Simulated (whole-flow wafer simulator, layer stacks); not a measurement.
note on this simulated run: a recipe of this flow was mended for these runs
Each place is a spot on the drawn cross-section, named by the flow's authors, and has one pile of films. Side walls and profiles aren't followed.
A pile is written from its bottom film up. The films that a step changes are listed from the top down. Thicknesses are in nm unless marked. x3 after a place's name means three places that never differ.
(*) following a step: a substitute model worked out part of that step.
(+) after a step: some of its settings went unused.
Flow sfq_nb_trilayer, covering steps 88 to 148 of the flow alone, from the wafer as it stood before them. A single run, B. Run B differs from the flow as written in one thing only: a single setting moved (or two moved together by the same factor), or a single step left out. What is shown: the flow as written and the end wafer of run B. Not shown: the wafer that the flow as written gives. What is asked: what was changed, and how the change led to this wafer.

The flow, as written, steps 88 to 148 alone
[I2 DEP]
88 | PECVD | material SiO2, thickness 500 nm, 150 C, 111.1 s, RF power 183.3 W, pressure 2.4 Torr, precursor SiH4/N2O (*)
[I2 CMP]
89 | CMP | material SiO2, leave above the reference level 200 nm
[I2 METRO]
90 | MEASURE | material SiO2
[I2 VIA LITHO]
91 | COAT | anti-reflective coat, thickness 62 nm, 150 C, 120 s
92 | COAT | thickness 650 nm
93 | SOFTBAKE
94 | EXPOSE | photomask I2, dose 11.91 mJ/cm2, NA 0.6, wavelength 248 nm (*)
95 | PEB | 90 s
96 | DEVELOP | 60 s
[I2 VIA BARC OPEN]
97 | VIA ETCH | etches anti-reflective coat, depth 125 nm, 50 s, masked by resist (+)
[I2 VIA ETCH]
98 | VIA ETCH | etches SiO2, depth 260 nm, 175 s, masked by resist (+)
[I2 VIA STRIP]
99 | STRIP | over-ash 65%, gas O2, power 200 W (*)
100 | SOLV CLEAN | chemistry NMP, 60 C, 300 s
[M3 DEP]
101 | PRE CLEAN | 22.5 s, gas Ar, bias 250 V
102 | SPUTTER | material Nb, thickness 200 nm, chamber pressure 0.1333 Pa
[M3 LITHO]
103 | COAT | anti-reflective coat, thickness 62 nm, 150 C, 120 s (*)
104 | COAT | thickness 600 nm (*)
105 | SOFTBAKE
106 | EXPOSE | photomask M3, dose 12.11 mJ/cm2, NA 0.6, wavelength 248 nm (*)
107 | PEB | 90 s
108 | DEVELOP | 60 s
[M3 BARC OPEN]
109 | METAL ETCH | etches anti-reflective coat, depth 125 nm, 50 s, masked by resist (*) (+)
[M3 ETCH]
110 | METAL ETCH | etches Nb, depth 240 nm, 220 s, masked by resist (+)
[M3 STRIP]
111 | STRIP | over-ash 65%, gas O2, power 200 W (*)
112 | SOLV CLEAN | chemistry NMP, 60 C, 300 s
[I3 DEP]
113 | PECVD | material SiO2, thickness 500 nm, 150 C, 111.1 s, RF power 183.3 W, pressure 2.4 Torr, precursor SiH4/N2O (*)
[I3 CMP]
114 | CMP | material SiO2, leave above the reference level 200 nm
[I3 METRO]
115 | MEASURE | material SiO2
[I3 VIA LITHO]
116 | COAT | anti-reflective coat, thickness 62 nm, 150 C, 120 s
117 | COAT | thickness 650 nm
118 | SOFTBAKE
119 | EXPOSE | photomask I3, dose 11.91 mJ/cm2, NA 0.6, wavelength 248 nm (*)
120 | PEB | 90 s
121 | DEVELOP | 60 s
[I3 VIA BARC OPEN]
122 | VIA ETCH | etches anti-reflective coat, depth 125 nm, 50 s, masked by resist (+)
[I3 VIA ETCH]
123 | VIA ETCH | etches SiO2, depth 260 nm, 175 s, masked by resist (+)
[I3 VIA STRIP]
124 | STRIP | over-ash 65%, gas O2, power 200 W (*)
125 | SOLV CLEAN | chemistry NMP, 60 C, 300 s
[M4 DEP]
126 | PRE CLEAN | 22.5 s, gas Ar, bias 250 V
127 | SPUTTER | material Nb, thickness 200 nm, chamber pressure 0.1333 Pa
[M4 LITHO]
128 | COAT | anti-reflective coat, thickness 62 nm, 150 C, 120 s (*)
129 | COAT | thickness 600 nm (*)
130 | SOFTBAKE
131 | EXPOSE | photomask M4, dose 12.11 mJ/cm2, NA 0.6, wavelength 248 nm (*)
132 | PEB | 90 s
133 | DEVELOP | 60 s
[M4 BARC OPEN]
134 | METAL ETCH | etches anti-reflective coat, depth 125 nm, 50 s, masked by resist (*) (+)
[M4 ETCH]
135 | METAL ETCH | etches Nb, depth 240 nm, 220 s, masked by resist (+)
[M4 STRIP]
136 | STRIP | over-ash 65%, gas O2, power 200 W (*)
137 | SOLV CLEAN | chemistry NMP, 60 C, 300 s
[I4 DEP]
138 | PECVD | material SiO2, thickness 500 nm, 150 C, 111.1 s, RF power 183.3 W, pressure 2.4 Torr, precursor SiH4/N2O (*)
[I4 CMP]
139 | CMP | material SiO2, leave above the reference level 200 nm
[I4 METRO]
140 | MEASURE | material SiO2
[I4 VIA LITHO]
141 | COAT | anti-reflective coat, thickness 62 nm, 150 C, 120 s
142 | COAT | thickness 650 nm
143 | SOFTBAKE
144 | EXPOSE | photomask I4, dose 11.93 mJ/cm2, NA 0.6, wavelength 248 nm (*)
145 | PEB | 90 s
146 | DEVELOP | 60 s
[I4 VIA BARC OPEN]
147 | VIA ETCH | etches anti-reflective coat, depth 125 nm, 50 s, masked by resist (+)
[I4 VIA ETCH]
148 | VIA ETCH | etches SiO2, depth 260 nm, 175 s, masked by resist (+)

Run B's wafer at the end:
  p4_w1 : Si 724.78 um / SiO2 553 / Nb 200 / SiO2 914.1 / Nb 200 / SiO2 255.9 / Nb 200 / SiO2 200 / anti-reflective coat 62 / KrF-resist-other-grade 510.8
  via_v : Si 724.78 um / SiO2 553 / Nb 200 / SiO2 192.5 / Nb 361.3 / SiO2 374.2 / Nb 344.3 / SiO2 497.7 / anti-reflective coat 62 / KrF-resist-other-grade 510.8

Cause: step 88, PECVD: thickness 340.6 nm was run, while the flow as written has thickness 500 nm; step 88, PECVD: 75.69 s was run, where the flow has 111.1 s.

How this came from the change, step by step:
  88 | PECVD | material SiO2, thickness 500 nm, 150 C, 111.1 s, RF power 183.3 W, pressure 2.4 Torr, precursor SiH4/N2O (*)
      field_l, be, be_sur and 81 more: SiO2 gains 340.6 (as written it would have been: SiO2 gains 500)
      v_sur, via_wl, via_w and 18 more: SiO2 gains 340.6 (new film) (as written it would have been: SiO2 gains 500 (new film))
      (as well as at 1 more place)
  89 | CMP | material SiO2, leave above the reference level 200 nm
      field_l, be, be_sur and 81 more: nothing (as written it would have been: SiO2 loses 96)
      via_v: nothing (as written it would have been: SiO2 loses 181.6)
      (as well as at 21 more places)
  91 | COAT | anti-reflective coat, thickness 62 nm, 150 C, 120 s
      wl_d_sr, m0r_space_l, m0r_space_r, m6r_space_l x2, m6r_space_r x2: anti-reflective coat gains 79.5 (new film) (as written it would have been: anti-reflective coat gains 62 (new film))
      m0r_line_l x3, m0r_line_r x3: anti-reflective coat gains 70.8 (new film) (as written it would have been: anti-reflective coat gains 62 (new film))
      (as well as at 54 more places)
  92 | COAT | thickness 650 nm
      via_wl, wl_e_m5: KrF-resist-other-grade gains 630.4 (new film) (as written it would have been: KrF-resist-other-grade gains 650 (new film))
      m5r_line_l, m5r_line_r: KrF-resist-other-grade gains 663.3 (new film) (as written it would have been: KrF-resist-other-grade gains 650 (new film))
      (as well as at 12 more places)
  96 | DEVELOP | 60 s
      via_w: KrF-resist-other-grade loses 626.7 (all of it) (as written it would have been: KrF-resist-other-grade loses 648.6 (all of it))
  97 | VIA ETCH | etches anti-reflective coat, depth 125 nm, 50 s, masked by resist (+)
      via_w: anti-reflective coat loses 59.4 (all of it), SiO2 loses 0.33 (as written it would have been: anti-reflective coat loses 62 (all of it), SiO2 loses 0.31)
  99 | STRIP | over-ash 65%, gas O2, power 200 W (*)
      m0r_line_l x3, m0r_line_r x3: KrF-resist-other-grade loses 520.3 (all of it), anti-reflective coat loses 70.8 (all of it) (as written it would have been: KrF-resist-other-grade loses 510.8 (all of it), anti-reflective coat loses 62 (all of it))
      m0r_space_l, m0r_space_r, m6r_space_l x2, m6r_space_r x2: KrF-resist-other-grade loses 513.1 (all of it), anti-reflective coat loses 79.5 (all of it) (as written it would have been: KrF-resist-other-grade loses 510.8 (all of it), anti-reflective coat loses 62 (all of it))
      (as well as at 56 more places)
  103 | COAT | anti-reflective coat, thickness 62 nm, 150 C, 120 s (*)
      m0r_line_l x3, m0r_line_r x3: anti-reflective coat gains 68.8 (new film) (as written it would have been: anti-reflective coat gains 62 (new film))
      m0r_space_l, m0r_space_r, m6r_space_l x2, m6r_space_r x2: anti-reflective coat gains 77.2 (new film) (as written it would have been: anti-reflective coat gains 62 (new film))
      (as well as at 53 more places)
  104 | COAT | thickness 600 nm (*)
      v_sur: KrF-resist-other-grade gains 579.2 (new film) (as written it would have been: KrF-resist-other-grade gains 596.4 (new film))
      via_wl: KrF-resist-other-grade gains 591 (new film) (as written it would have been: KrF-resist-other-grade gains 616.5 (new film))
      (as well as at 13 more places)
  108 | DEVELOP | 60 s
      wl_d_sl: KrF-resist-other-grade loses 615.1 (all of it) (as written it would have been: KrF-resist-other-grade loses 598.7 (all of it))
      wl_d_m1: KrF-resist-other-grade loses 621.2 (all of it) (as written it would have been: KrF-resist-other-grade loses 598.7 (all of it))
      (as well as at 6 more places)
  109 | METAL ETCH | etches anti-reflective coat, depth 125 nm, 50 s, masked by resist (*) (+)
      m0r_line_l x3, m0r_line_r x3: anti-reflective coat loses 68.8 (all of it) (as written it would have been: anti-reflective coat loses 62 (all of it))
      m0r_space_l, m0r_space_r, m6r_space_l x2, m6r_space_r x2: anti-reflective coat loses 77.2 (all of it) (as written it would have been: anti-reflective coat loses 62 (all of it))
      (as well as at 35 more places)
  111 | STRIP | over-ash 65%, gas O2, power 200 W (*)
      v_sur: KrF-resist-other-grade loses 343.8 (all of it), anti-reflective coat loses 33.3 (all of it) (as written it would have been: KrF-resist-other-grade loses 361 (all of it), anti-reflective coat loses 46 (all of it))
      via_wl: KrF-resist-other-grade loses 355.7 (all of it), anti-reflective coat loses 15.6 (all of it) (as written it would have been: KrF-resist-other-grade loses 381.1 (all of it), anti-reflective coat loses 16.7 (all of it))
      (as well as at 21 more places)
  114 | CMP | material SiO2, leave above the reference level 200 nm
      field_l, be, be_sur and 64 more: SiO2 loses 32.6 (as written it would have been: SiO2 loses 96)
      p4_w1, p4_w2, p4_w3 and 6 more: SiO2 loses 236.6 (as written it would have been: SiO2 loses 300)
      (as well as at 9 more places)
  123 | VIA ETCH | etches SiO2, depth 260 nm, 175 s, masked by resist (+)
      via_v: SiO2 loses 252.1 (all of it), Nb loses 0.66 (as written it would have been: SiO2 loses 199.7 (all of it), Nb loses 5.03)
  127 | SPUTTER | material Nb, thickness 200 nm, chamber pressure 0.1333 Pa
      via_v: Nb gains 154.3 (as written it would have been: Nb gains 164.5)
  128 | COAT | anti-reflective coat, thickness 62 nm, 150 C, 120 s (*)
      via_v: anti-reflective coat gains 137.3 (new film) (as written it would have been: anti-reflective coat gains 126.8 (new film))
  ... 2 further steps ...
  138 | PECVD | material SiO2, thickness 500 nm, 150 C, 111.1 s, RF power 183.3 W, pressure 2.4 Torr, precursor SiH4/N2O (*)
      via_v: SiO2 gains 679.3 (new film) (as written it would have been: SiO2 gains 621.2 (new film))
